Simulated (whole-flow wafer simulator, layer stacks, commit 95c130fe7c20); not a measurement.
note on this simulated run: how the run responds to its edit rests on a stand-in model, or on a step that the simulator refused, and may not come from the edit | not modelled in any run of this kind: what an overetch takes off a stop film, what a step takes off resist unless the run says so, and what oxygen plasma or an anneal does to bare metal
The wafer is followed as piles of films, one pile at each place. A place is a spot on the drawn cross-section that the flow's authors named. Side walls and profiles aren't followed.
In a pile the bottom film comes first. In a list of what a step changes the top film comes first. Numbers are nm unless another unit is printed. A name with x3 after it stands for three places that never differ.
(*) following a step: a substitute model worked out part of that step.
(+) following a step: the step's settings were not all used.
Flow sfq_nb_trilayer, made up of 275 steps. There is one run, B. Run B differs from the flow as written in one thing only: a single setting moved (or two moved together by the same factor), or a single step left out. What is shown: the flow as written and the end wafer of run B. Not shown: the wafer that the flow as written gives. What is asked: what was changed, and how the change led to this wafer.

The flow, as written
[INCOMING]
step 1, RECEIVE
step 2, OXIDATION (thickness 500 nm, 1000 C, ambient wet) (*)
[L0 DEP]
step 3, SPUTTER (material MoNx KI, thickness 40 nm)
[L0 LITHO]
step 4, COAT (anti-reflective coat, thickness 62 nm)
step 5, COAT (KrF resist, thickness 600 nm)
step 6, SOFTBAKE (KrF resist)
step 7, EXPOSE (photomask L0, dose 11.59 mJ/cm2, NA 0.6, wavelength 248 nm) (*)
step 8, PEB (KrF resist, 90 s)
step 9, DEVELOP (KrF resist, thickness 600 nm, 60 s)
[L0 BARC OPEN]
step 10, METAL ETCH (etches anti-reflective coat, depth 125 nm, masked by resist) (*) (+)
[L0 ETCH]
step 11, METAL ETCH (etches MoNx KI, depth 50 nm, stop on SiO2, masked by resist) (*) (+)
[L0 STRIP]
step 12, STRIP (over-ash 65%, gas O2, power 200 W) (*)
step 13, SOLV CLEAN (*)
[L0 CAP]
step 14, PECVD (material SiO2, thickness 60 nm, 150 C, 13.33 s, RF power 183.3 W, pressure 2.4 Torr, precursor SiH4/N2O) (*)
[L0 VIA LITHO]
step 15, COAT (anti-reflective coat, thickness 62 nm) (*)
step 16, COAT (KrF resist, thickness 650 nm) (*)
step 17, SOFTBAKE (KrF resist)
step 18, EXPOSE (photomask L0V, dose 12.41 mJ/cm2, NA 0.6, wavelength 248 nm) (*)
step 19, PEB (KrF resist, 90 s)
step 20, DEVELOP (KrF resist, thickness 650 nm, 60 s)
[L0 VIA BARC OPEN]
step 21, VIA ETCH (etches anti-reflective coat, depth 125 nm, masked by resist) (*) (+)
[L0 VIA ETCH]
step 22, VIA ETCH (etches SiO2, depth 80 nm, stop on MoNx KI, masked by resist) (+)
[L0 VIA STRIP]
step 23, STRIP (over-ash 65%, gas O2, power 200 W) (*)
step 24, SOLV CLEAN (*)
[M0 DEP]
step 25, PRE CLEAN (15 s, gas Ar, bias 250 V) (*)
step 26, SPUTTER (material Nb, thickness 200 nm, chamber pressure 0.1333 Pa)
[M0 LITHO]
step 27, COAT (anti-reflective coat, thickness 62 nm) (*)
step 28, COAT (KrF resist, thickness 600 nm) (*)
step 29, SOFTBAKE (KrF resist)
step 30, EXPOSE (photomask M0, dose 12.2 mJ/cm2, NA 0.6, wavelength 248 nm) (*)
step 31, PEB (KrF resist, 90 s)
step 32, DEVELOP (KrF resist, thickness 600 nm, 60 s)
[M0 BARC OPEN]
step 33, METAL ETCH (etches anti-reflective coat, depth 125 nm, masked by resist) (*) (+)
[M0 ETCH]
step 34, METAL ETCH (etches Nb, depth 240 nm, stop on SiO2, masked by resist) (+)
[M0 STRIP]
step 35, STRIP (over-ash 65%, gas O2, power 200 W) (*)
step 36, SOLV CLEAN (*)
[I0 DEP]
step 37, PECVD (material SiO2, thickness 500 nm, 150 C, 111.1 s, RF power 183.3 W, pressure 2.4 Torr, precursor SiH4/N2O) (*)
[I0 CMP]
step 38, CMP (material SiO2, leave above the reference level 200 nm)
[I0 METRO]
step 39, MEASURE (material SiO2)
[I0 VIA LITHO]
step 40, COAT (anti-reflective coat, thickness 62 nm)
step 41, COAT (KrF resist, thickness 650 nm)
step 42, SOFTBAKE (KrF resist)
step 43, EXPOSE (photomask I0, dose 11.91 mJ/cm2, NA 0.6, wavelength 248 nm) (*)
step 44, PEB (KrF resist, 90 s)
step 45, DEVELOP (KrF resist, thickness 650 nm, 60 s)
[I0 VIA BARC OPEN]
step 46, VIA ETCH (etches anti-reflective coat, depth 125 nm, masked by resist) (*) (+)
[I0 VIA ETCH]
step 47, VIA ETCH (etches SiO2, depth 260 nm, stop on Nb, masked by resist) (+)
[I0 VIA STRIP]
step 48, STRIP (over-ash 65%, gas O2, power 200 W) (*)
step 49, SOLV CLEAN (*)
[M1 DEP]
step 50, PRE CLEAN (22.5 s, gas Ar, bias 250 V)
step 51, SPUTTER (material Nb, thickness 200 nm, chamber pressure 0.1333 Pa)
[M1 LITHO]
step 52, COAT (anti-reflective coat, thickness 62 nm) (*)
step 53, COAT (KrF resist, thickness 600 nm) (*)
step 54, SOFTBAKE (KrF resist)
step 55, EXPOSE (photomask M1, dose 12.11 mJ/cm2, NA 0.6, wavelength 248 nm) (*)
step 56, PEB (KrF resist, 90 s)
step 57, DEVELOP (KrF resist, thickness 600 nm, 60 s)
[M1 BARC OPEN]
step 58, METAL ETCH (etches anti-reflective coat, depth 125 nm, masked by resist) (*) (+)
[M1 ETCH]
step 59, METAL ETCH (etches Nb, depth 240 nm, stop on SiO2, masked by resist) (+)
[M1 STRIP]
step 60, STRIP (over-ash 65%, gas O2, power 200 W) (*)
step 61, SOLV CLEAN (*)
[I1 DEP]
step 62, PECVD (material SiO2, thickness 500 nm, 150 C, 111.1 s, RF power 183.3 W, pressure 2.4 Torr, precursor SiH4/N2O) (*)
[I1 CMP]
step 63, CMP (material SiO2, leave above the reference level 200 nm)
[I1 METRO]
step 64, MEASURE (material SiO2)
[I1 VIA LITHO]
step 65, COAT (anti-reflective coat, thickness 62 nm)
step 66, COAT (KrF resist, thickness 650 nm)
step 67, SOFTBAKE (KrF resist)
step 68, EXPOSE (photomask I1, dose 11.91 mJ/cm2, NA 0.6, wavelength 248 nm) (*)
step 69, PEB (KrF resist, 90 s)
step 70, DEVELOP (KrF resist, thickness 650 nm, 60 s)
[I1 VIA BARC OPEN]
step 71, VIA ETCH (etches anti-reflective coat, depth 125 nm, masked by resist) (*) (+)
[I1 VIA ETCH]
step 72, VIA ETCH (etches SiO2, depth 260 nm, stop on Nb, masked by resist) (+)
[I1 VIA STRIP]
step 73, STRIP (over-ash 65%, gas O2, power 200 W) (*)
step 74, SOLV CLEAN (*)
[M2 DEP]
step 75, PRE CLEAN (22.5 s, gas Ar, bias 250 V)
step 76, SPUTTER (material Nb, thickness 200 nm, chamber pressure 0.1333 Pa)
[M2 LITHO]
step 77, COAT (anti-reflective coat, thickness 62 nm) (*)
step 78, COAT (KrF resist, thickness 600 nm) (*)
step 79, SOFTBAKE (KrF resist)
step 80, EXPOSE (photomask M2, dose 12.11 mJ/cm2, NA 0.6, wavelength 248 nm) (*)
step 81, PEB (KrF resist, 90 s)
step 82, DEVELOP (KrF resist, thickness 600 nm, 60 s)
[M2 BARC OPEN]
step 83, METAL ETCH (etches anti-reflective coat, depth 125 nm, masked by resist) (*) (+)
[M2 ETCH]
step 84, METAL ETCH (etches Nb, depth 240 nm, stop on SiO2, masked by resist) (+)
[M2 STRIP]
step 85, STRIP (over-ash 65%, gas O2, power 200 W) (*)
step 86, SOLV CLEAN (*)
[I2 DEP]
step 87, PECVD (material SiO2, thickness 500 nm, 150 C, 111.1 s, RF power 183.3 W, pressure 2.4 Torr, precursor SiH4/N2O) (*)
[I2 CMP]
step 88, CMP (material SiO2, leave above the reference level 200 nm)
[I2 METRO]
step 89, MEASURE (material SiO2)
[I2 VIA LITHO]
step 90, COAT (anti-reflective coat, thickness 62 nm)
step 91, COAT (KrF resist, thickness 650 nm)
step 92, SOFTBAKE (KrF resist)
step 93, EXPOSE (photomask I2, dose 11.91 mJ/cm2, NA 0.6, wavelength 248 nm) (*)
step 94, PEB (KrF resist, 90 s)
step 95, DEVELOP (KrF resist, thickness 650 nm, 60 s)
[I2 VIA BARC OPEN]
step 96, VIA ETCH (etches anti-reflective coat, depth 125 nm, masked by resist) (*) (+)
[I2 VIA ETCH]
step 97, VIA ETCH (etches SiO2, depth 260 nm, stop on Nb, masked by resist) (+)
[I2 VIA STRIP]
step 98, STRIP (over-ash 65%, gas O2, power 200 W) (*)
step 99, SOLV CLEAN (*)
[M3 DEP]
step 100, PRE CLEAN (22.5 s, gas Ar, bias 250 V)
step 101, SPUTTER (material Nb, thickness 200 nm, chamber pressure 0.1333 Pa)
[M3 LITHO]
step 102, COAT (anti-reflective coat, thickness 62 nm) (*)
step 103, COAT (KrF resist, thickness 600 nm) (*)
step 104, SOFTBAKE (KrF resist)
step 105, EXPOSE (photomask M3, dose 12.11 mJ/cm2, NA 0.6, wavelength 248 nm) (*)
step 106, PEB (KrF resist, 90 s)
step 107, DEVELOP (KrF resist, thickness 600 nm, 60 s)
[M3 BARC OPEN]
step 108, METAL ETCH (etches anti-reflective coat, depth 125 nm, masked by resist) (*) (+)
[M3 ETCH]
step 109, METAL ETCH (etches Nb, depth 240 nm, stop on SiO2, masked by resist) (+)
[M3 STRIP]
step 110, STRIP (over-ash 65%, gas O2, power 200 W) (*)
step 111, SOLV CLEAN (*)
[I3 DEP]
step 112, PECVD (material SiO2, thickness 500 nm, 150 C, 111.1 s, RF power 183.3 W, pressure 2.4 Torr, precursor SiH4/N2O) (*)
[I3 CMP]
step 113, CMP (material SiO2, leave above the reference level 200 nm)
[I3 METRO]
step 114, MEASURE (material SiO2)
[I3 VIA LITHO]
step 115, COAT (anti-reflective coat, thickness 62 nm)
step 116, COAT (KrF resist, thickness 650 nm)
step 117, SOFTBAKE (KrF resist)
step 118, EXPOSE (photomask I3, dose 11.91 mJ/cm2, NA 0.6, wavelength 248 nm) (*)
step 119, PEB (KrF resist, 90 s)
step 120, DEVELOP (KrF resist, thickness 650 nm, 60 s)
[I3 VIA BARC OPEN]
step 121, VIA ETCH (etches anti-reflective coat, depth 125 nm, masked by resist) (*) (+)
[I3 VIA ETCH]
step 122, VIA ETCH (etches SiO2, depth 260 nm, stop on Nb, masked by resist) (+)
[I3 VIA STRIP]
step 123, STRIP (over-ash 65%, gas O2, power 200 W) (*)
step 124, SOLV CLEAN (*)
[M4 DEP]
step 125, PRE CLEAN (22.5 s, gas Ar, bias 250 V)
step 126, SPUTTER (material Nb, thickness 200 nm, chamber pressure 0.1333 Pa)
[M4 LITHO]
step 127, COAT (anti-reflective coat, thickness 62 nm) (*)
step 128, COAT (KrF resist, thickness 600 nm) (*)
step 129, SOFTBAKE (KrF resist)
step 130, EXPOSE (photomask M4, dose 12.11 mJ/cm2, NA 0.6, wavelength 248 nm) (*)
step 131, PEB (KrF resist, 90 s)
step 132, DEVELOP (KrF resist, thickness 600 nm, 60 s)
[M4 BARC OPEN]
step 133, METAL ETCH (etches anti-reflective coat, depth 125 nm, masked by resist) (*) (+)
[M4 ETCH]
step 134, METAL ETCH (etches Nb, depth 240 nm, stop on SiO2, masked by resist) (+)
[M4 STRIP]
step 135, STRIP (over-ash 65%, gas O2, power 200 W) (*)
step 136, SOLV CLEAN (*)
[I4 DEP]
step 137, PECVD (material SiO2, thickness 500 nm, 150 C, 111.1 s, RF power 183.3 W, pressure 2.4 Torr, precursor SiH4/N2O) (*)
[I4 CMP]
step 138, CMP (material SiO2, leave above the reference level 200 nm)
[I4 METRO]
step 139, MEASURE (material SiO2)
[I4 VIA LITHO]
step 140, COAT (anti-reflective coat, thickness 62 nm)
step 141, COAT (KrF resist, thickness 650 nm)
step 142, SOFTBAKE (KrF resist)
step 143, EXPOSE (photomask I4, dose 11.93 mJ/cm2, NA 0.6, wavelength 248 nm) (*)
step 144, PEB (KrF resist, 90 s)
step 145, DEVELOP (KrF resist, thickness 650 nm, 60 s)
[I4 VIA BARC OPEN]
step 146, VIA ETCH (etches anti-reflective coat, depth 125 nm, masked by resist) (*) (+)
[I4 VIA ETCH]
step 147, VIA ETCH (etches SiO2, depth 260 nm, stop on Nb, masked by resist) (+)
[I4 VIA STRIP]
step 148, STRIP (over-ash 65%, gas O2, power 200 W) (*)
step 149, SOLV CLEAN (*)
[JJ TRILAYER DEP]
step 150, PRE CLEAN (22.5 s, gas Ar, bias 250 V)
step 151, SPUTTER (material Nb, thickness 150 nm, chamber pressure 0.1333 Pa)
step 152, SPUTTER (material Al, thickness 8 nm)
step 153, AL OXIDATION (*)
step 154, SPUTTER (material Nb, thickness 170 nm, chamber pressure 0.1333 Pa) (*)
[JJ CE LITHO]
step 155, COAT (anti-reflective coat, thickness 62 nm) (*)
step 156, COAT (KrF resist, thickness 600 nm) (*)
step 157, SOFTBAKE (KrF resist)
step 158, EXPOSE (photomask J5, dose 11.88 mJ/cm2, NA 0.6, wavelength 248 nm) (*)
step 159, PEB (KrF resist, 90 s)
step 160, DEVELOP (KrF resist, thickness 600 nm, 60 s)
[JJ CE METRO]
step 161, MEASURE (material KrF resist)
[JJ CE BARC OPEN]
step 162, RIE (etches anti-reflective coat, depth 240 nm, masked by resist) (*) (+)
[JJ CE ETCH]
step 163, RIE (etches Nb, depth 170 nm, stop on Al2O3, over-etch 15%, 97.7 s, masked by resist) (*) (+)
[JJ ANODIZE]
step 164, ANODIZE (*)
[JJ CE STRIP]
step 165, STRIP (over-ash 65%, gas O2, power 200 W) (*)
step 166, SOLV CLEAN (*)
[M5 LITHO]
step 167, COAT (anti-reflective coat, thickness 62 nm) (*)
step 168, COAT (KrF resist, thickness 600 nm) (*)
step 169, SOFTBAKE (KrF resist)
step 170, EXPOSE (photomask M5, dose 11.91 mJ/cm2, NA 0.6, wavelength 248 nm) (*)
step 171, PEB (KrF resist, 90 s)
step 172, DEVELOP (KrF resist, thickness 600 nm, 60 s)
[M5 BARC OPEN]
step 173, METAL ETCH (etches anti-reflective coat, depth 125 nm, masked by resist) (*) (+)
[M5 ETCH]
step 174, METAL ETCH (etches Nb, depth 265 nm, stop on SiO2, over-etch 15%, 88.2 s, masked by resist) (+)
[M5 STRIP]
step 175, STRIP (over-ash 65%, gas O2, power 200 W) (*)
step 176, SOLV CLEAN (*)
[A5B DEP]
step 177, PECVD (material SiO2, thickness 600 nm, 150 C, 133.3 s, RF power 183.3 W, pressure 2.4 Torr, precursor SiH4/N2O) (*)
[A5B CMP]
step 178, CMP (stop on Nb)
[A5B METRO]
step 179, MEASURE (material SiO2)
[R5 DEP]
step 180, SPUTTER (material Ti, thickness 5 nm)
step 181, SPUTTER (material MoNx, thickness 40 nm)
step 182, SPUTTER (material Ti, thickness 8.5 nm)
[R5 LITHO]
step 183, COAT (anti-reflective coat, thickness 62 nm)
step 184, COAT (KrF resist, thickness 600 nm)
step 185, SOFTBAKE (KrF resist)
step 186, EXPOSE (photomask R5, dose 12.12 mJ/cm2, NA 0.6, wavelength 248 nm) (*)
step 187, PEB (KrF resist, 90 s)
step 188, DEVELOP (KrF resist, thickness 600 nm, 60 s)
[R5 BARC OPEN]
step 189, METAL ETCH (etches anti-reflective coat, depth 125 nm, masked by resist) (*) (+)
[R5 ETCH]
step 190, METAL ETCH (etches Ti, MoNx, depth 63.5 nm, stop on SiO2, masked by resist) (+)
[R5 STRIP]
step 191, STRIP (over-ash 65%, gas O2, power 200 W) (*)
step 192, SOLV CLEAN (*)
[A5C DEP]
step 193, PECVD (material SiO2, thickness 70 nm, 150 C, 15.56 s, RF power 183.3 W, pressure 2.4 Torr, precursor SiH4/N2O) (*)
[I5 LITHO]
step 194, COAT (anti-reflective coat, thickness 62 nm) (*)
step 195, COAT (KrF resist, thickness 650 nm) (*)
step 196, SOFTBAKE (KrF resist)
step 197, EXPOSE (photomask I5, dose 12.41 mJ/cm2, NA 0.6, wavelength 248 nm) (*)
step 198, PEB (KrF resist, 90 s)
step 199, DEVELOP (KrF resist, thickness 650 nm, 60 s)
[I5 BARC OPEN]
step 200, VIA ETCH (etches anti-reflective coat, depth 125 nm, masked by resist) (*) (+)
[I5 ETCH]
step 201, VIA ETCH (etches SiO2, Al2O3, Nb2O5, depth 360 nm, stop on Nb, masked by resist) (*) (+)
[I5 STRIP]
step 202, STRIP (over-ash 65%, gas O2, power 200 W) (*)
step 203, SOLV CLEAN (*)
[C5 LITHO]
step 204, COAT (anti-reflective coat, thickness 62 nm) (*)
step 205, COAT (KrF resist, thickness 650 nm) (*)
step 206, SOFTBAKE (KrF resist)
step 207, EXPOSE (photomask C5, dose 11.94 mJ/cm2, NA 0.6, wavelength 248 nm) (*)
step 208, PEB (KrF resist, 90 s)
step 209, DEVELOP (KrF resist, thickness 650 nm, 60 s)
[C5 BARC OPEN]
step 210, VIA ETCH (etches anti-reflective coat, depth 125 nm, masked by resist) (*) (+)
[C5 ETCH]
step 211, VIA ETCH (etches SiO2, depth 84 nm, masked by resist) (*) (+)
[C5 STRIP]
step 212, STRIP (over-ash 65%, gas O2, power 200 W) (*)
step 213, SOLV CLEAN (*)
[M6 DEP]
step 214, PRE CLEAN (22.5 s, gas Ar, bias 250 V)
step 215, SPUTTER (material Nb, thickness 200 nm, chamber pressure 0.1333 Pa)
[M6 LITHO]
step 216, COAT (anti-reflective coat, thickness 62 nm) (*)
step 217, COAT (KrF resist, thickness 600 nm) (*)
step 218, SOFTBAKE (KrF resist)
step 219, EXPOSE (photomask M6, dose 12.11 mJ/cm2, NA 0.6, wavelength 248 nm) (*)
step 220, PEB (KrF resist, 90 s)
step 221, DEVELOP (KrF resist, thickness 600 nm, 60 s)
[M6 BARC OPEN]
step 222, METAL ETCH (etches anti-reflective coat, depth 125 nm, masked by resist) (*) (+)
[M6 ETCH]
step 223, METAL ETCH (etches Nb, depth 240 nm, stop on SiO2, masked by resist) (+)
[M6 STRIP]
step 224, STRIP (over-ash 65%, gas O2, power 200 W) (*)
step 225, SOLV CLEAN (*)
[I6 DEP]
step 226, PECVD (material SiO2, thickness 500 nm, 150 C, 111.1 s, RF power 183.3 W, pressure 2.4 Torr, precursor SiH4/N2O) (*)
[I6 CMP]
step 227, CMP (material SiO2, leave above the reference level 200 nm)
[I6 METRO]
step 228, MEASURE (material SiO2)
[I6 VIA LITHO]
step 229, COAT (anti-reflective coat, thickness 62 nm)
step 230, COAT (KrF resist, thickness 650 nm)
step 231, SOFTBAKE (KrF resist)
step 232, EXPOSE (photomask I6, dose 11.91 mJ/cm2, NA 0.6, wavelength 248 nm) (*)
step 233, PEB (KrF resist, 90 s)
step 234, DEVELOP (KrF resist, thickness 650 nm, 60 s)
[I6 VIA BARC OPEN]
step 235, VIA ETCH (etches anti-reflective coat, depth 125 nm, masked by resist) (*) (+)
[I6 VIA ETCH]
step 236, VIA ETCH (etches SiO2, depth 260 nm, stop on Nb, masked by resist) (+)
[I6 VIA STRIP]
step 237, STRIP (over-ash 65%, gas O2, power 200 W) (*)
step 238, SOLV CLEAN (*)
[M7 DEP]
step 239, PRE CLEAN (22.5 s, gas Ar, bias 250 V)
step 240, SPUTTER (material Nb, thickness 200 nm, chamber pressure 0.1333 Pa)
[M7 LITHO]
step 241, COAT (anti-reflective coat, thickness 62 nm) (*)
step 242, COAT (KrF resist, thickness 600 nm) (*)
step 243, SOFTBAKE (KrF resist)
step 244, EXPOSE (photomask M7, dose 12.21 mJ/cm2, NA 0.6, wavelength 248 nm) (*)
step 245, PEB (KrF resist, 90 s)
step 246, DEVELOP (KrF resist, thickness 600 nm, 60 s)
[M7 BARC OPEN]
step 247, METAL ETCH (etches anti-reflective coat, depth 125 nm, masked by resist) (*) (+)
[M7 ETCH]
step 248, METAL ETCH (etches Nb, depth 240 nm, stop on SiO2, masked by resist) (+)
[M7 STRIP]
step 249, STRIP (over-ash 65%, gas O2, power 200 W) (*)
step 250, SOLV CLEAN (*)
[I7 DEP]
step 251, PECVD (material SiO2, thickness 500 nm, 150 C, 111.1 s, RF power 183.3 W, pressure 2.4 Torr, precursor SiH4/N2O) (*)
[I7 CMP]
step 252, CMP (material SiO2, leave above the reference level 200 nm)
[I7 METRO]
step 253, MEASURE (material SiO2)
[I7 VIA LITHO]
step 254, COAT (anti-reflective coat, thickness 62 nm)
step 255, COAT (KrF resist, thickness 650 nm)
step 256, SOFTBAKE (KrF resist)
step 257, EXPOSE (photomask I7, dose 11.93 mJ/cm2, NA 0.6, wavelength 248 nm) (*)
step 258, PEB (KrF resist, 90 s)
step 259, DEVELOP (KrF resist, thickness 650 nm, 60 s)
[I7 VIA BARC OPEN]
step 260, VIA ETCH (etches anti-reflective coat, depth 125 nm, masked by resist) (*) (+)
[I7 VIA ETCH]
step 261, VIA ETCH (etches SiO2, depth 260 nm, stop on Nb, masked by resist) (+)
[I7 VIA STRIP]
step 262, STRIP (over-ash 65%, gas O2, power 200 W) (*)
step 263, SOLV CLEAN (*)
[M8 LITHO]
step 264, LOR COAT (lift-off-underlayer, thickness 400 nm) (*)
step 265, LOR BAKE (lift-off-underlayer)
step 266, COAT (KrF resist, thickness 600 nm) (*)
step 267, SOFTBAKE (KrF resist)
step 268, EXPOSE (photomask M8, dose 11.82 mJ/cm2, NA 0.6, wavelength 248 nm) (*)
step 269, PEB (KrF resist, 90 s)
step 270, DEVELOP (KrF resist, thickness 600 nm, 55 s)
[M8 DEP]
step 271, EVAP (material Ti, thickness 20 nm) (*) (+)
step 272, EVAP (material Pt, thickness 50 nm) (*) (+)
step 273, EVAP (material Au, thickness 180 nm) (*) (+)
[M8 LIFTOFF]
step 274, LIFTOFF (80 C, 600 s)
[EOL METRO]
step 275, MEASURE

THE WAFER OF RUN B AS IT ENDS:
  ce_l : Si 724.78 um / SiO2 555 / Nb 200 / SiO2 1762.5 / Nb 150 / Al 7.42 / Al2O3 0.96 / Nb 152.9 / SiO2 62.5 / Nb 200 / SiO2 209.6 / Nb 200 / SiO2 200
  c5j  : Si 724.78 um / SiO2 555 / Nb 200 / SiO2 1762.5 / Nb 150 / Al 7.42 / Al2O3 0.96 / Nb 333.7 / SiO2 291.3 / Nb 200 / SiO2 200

What caused this: step 190, METAL ETCH: depth 70.59 nm was run, whereas the flow has depth 63.5 nm.

The path from the change to this, step by step:
  step 190, METAL ETCH (etches Ti, MoNx, depth 63.5 nm, stop on SiO2, masked by resist) (+)
      be_r, r_sur, res, r_end, r5r_line_l, r5r_line_c, r5r_line_r: -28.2 KrF resist (as written it would have been: -25.4 KrF resist)
      ce_l, c5j, ce_r, wl_jj: -8.5 Ti (all of it), -40 MoNx (all of it), -5 Ti (all of it), -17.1 Nb (as written it would have been: -8.5 Ti (all of it), -40 MoNx (all of it), -5 Ti (all of it), -10 Nb)
  step 194, COAT (anti-reflective coat, thickness 62 nm) (*)
      wl_j_sl, wl_j_sr: +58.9 anti-reflective coat (new film) (as written it would have been: +60.2 anti-reflective coat (new film))
      ce_l: +70.4 anti-reflective coat (new film) (as written it would have been: +67.2 anti-reflective coat (new film))
      (also at 4 further places)
  step 202, STRIP (over-ash 65%, gas O2, power 200 W) (*)
      wl_j_sl, wl_j_sr: -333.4 KrF resist (all of it), -58.9 anti-reflective coat (all of it) (as written it would have been: -333.3 KrF resist (all of it), -60.2 anti-reflective coat (all of it))
      ce_l: -344 KrF resist (all of it), -70.4 anti-reflective coat (all of it) (as written it would have been: -341.5 KrF resist (all of it), -67.2 anti-reflective coat (all of it))
      (also at 4 further places)
  step 204, COAT (anti-reflective coat, thickness 62 nm) (*)
      wl_j_sl, wl_j_sr: +58.9 anti-reflective coat (new film) (as written it would have been: +60.2 anti-reflective coat (new film))
      jj_sur: +58.2 anti-reflective coat (new film) (as written it would have been: +59.5 anti-reflective coat (new film))
      (also at 5 further places)
  step 210, VIA ETCH (etches anti-reflective coat, depth 125 nm, masked by resist) (*) (+)
      c5j: -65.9 anti-reflective coat (all of it), -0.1 SiO2 (as written it would have been: -63.9 anti-reflective coat (all of it), -0.11 SiO2)
  step 212, STRIP (over-ash 65%, gas O2, power 200 W) (*)
      wl_j_sl, wl_j_sr: -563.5 KrF resist (all of it), -58.9 anti-reflective coat (all of it) (as written it would have been: -563.4 KrF resist (all of it), -60.2 anti-reflective coat (all of it))
      jj_sur: -562.2 KrF resist (all of it), -58.2 anti-reflective coat (all of it) (as written it would have been: -562 KrF resist (all of it), -59.5 anti-reflective coat (all of it))
      (also at 4 further places)
  step 216, COAT (anti-reflective coat, thickness 62 nm) (*)
      wl_j_sl, wl_j_sr: +58.9 anti-reflective coat (new film) (as written it would have been: +60.2 anti-reflective coat (new film))
      jj_sur: +54.8 anti-reflective coat (new film) (as written it would have been: +56.1 anti-reflective coat (new film))
      (also at 4 further places)
  step 224, STRIP (over-ash 65%, gas O2, power 200 W) (*)
      wl_j_sl, wl_j_sr: -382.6 KrF resist (all of it), -58.9 anti-reflective coat (all of it) (as written it would have been: -382.5 KrF resist (all of it), -60.2 anti-reflective coat (all of it))
      jj_sur: -378.7 KrF resist (all of it), -54.8 anti-reflective coat (all of it) (as written it would have been: -378.5 KrF resist (all of it), -56.1 anti-reflective coat (all of it))
      (also at 4 further places)
  step 227, CMP (material SiO2, leave above the reference level 200 nm)
      ce_l, ce_r, wl_jj: -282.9 SiO2 (as written it would have been: -290 SiO2)
      c5j: -215.9 SiO2 (as written it would have been: -223 SiO2)
